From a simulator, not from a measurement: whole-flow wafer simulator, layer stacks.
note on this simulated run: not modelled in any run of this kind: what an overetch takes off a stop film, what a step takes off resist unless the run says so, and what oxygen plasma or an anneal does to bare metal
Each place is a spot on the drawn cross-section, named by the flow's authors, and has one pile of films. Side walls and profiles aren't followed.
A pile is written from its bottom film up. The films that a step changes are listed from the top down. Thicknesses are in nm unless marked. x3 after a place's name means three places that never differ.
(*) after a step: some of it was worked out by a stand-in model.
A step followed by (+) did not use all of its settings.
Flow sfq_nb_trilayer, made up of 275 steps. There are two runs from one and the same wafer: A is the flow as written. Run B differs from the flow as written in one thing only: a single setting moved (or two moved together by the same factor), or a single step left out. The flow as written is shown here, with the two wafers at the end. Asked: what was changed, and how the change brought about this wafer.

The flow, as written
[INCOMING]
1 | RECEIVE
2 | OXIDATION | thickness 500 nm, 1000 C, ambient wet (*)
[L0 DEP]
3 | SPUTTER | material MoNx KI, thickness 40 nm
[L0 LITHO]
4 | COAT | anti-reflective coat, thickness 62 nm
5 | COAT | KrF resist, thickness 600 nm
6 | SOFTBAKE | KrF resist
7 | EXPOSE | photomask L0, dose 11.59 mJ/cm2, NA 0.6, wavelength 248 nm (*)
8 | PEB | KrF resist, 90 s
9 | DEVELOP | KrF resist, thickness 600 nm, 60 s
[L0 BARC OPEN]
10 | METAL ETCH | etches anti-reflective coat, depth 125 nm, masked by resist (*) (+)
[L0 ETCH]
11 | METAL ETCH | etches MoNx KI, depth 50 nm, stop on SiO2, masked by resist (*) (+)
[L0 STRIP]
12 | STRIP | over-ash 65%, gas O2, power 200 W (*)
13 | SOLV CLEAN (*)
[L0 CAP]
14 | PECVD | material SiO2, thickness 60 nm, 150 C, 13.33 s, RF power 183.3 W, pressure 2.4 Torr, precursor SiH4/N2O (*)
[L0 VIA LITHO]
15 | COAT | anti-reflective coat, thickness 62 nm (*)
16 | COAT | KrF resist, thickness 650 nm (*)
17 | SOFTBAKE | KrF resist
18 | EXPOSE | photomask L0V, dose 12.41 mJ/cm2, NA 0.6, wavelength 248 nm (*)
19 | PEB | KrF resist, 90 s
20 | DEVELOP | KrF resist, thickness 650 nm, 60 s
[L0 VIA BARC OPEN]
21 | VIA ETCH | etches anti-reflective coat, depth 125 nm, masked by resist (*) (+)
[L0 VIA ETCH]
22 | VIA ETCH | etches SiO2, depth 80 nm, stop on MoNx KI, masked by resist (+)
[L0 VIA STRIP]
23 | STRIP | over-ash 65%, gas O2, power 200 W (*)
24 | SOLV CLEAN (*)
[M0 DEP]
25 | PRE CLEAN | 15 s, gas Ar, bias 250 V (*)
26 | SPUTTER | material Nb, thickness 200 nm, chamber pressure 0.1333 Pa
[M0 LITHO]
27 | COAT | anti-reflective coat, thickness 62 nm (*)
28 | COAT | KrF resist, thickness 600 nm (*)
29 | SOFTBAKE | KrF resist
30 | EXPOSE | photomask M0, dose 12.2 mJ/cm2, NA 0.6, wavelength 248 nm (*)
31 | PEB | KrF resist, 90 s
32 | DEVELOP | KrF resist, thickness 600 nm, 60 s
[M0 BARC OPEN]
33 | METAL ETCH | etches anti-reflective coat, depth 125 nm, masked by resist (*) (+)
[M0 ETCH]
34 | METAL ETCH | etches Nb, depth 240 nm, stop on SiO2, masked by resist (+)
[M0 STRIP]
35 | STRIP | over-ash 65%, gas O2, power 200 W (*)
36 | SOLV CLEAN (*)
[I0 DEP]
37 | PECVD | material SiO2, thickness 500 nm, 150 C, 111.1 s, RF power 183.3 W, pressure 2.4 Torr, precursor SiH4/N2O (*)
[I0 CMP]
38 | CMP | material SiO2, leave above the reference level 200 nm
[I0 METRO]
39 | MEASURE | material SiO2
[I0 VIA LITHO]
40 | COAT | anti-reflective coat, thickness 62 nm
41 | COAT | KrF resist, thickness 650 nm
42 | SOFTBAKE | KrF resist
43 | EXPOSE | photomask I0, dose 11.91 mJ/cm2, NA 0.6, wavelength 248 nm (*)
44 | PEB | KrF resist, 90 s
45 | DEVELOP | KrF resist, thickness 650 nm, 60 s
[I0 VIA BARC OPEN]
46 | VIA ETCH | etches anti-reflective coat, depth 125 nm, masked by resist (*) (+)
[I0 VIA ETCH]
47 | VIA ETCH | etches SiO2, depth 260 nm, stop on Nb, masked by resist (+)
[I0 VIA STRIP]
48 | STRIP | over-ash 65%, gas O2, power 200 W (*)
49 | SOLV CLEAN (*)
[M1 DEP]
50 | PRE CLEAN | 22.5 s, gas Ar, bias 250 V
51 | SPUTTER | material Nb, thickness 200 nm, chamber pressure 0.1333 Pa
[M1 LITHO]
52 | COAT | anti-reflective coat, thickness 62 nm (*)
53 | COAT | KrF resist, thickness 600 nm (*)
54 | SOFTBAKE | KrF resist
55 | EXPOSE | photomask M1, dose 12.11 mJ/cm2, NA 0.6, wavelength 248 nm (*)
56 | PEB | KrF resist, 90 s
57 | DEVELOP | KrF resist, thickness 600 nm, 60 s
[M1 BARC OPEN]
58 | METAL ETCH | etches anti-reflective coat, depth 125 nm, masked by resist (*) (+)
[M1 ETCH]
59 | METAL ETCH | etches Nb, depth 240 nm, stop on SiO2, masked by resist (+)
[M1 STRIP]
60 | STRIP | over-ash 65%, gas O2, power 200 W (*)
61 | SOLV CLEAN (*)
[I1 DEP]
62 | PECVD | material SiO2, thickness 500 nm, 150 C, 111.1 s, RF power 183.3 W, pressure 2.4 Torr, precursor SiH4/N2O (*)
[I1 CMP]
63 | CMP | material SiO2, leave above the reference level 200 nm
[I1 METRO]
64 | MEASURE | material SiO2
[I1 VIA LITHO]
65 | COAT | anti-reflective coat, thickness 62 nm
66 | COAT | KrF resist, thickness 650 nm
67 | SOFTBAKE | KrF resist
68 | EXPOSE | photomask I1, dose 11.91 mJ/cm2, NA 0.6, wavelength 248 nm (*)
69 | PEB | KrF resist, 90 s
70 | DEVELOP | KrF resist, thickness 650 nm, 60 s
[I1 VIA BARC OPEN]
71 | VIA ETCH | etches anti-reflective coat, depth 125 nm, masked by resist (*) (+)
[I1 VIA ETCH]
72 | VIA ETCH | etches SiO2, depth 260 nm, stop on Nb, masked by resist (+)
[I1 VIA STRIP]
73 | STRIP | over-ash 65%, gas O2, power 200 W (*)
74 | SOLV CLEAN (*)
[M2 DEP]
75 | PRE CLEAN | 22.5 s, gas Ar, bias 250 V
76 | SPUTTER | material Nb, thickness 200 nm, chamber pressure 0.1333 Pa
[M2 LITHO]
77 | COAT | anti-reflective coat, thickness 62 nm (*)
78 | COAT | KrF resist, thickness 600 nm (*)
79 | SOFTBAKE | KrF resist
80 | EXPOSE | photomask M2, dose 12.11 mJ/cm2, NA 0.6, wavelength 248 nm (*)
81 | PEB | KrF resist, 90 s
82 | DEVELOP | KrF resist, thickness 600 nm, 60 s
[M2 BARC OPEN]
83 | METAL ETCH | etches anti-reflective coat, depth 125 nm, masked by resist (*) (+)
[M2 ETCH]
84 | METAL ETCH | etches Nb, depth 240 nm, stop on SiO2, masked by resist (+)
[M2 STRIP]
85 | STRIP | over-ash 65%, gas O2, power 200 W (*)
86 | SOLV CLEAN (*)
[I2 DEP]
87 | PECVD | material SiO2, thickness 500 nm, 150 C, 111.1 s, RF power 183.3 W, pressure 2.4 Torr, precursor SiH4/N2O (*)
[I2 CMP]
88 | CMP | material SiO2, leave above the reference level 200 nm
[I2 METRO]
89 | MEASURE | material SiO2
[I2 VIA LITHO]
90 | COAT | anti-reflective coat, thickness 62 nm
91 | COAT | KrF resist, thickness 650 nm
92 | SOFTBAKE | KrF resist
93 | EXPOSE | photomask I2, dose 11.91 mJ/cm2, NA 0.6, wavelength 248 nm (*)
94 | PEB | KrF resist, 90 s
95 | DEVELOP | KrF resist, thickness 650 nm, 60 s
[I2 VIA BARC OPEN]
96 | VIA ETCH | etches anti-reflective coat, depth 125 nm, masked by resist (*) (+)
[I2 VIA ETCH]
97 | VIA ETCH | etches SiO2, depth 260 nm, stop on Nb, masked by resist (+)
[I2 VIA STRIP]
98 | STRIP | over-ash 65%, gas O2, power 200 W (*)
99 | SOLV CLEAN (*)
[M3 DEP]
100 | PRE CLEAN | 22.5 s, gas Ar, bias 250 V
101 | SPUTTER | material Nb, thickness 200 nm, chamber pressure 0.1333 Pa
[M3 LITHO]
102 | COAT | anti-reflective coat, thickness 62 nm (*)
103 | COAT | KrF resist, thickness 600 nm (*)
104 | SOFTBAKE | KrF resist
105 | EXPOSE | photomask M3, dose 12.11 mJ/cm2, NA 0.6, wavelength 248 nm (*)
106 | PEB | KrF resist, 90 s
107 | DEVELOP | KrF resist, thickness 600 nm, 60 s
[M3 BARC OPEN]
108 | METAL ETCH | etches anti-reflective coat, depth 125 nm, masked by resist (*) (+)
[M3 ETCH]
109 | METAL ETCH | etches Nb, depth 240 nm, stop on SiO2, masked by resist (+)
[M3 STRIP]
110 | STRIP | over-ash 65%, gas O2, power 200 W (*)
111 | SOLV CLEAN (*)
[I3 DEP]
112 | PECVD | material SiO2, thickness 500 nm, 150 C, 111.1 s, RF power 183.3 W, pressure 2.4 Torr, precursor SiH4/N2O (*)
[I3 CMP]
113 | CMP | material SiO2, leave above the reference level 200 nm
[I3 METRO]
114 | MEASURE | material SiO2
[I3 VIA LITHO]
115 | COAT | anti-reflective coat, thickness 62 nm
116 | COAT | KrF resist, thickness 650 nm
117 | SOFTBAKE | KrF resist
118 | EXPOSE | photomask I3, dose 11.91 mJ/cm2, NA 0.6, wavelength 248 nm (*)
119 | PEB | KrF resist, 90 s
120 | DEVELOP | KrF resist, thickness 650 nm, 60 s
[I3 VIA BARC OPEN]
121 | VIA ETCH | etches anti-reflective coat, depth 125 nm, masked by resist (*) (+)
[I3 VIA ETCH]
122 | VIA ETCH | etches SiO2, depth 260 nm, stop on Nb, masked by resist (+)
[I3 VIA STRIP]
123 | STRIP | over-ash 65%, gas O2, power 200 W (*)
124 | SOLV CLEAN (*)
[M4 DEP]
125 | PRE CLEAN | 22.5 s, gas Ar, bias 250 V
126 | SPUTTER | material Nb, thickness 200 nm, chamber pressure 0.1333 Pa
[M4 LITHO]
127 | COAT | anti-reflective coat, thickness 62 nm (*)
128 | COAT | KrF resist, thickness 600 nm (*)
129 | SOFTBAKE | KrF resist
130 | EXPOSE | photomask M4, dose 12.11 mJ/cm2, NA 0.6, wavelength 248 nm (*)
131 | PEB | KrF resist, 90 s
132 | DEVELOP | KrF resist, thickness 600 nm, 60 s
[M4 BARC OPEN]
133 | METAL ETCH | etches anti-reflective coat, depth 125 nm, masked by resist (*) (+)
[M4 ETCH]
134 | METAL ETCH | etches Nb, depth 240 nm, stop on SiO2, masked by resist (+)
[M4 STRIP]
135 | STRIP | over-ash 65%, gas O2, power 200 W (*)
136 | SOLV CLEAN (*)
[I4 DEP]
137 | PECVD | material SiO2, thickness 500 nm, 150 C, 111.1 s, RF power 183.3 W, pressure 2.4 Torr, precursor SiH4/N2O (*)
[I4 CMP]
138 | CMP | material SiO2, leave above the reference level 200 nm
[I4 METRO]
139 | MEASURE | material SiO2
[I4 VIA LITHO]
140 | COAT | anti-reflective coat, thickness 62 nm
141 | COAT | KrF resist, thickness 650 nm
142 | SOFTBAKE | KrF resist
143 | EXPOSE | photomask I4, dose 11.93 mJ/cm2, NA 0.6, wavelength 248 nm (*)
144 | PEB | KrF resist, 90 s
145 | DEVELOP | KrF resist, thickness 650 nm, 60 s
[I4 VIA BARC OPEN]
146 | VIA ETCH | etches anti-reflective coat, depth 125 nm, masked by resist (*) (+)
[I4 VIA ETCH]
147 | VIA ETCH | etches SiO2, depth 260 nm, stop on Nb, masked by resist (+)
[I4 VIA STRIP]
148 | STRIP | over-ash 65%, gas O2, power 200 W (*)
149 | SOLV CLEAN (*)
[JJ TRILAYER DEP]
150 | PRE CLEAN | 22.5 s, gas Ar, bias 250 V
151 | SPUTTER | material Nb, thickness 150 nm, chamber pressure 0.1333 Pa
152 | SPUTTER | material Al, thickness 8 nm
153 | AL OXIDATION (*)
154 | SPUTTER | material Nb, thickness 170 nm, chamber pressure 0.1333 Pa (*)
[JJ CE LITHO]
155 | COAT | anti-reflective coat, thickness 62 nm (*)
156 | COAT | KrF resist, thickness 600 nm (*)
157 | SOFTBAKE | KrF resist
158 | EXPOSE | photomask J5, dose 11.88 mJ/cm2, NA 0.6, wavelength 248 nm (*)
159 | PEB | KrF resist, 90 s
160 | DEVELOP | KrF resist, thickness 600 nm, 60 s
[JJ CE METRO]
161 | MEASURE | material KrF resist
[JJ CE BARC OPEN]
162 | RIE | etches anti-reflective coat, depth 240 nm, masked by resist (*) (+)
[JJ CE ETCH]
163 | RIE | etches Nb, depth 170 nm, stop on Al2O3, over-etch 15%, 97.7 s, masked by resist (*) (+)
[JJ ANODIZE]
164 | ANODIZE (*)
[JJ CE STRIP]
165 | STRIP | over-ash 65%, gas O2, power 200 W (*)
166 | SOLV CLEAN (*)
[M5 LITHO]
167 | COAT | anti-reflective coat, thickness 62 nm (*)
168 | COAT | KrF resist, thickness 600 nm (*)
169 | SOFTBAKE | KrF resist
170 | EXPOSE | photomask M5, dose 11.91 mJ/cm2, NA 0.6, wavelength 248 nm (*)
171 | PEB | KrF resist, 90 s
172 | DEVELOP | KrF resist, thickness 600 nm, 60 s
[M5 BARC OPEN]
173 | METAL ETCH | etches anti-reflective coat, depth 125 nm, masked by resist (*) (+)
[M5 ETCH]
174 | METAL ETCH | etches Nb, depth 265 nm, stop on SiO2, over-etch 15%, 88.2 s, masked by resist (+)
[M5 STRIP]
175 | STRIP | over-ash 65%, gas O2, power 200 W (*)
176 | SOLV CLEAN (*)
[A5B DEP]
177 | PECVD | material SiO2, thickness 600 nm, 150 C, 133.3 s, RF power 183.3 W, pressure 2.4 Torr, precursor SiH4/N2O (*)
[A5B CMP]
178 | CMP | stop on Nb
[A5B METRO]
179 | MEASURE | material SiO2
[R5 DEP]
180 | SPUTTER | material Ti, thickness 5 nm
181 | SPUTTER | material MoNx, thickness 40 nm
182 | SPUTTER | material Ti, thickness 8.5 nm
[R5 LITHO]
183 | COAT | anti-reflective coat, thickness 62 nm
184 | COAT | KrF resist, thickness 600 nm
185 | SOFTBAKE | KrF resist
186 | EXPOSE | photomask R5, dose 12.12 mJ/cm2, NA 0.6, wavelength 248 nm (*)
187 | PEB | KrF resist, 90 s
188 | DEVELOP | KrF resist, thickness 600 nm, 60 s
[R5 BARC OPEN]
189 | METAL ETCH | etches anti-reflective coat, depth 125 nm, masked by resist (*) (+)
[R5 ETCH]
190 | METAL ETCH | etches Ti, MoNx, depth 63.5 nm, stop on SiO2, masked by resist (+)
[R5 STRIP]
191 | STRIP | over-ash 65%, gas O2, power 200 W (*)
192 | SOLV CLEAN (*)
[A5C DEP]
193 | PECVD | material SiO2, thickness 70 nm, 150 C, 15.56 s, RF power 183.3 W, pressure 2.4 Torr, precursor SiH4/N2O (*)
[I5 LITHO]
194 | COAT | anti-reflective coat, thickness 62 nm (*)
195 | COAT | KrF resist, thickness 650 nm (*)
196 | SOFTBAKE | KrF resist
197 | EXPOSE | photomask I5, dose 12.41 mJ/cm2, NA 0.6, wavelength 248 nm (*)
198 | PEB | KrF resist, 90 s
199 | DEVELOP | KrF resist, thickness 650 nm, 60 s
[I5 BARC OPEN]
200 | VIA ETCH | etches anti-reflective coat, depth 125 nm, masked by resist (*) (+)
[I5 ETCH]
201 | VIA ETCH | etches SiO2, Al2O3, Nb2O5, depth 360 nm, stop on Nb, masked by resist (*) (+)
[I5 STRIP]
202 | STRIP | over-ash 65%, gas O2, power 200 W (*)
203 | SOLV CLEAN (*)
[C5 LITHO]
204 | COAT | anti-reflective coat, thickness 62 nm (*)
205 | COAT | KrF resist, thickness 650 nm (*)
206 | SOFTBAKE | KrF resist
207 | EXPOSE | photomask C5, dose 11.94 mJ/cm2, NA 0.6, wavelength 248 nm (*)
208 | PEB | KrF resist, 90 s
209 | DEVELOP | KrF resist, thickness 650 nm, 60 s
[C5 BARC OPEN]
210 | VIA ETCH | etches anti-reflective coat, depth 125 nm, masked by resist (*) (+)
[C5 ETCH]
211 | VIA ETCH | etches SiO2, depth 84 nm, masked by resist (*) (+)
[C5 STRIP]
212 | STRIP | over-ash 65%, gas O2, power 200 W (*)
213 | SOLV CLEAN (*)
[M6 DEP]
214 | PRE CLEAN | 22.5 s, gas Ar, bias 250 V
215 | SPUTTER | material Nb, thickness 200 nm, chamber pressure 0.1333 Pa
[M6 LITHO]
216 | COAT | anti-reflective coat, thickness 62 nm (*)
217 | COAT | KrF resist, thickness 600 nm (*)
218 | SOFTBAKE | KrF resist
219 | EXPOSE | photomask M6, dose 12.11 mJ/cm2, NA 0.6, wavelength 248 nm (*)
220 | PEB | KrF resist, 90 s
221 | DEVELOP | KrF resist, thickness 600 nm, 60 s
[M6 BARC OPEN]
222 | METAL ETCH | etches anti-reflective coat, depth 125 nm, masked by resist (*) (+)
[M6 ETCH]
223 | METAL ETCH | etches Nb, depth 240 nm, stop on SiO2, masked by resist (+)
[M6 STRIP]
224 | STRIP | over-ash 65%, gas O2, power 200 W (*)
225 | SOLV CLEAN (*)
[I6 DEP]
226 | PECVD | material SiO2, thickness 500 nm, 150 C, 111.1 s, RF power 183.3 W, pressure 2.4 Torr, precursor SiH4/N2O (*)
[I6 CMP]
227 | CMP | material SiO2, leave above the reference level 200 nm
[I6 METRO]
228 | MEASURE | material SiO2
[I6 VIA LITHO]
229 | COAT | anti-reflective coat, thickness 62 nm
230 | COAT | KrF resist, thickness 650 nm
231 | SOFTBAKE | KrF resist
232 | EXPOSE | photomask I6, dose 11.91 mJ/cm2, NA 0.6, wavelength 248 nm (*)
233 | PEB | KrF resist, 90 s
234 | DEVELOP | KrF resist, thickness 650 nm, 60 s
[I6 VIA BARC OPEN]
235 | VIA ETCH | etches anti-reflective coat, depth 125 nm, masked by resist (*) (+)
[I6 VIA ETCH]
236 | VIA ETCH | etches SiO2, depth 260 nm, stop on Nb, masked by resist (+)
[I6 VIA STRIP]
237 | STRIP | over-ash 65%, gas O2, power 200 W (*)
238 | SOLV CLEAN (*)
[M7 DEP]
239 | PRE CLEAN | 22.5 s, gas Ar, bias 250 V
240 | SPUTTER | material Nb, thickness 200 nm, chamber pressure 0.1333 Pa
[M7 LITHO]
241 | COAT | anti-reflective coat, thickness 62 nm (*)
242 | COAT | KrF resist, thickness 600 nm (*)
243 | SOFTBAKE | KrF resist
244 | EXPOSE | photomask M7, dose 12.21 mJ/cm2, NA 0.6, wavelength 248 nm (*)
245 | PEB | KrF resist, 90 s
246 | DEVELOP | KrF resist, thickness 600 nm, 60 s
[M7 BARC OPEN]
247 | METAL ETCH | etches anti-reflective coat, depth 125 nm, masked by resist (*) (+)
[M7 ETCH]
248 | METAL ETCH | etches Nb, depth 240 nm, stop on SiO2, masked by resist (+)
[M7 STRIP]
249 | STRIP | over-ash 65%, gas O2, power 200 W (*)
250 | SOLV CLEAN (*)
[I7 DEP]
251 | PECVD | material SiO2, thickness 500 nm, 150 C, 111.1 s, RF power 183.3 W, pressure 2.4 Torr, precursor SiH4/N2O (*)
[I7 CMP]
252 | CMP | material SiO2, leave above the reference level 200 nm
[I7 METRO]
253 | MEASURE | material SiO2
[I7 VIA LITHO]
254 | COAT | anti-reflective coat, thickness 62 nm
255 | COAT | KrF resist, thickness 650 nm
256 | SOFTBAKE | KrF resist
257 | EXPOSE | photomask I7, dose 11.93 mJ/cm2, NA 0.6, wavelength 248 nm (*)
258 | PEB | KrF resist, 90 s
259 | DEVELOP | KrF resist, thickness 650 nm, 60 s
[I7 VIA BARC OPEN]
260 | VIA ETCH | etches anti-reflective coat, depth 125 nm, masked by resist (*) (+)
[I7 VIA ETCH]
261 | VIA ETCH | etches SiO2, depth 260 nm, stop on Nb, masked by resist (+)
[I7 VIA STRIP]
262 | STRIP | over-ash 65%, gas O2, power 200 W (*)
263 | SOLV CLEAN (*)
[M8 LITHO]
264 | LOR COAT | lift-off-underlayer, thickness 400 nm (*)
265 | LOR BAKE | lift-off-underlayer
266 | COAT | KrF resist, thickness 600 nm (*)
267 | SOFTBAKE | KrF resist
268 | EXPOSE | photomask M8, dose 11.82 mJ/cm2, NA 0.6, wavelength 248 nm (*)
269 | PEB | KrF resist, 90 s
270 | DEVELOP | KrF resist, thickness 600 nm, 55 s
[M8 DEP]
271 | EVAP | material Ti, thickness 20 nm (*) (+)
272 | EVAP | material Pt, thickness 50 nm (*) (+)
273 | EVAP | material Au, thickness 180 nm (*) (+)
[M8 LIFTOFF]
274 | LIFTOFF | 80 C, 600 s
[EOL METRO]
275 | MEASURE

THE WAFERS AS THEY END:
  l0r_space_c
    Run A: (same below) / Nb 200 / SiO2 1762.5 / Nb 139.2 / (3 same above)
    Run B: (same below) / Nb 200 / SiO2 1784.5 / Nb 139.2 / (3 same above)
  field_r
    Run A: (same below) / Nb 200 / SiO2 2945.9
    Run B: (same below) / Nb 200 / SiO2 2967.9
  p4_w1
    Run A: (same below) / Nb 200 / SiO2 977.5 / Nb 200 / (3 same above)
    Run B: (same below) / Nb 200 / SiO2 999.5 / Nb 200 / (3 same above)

What caused this: step 76, SPUTTER: thickness 222 nm was run, though the flow has thickness 200 nm.

Step by step, how the change led to this:
  76 | SPUTTER | material Nb, thickness 200 nm, chamber pressure 0.1333 Pa
      field_l, v_sur, via_wl and 102 more: A +200 Nb (new film) | B +222 Nb (new film)
      via_v: A +174.5 Nb | B +194 Nb
  84 | METAL ETCH | etches Nb, depth 240 nm, stop on SiO2, masked by resist (+)
      field_l, be, be_sur and 81 more: A -200 Nb (all of it) | B -222 Nb (all of it)
  88 | CMP | material SiO2, leave above the reference level 200 nm
      field_l, be, be_sur and 81 more: A -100 SiO2 | B -78 SiO2
